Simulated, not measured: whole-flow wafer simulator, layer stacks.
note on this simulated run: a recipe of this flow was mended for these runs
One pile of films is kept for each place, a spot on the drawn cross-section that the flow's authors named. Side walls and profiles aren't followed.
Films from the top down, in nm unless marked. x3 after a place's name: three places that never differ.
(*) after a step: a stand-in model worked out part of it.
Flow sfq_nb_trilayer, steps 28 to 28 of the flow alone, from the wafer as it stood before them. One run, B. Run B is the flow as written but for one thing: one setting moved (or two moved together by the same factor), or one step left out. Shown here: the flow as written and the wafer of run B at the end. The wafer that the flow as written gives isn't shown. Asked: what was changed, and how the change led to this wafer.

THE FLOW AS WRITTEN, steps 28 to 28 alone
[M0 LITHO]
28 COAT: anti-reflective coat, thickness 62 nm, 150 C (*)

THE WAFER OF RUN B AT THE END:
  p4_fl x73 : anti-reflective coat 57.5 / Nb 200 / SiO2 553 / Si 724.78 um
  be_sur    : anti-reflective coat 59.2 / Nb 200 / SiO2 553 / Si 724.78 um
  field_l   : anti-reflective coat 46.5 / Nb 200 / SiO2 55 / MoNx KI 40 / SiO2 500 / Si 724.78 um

The cause: step 28, COAT: thickness 57.5 nm was run, where the flow has thickness 62 nm.
It can be read off the wafer: p4_fl x73 has anti-reflective coat 57.5, and step 28 as written asks for 62 nm.

How the change led to this, step by step:
  28 COAT: anti-reflective coat, thickness 62 nm, 150 C (*)
      p4_fl x73: anti-reflective coat +57.5 (new film) (as written it would be: anti-reflective coat +62 (new film))
      be_sur, gap, jj_sur and 9 more: anti-reflective coat +59.2 (new film) (as written it would be: anti-reflective coat +63.7 (new film))
      (and at 21 more places)
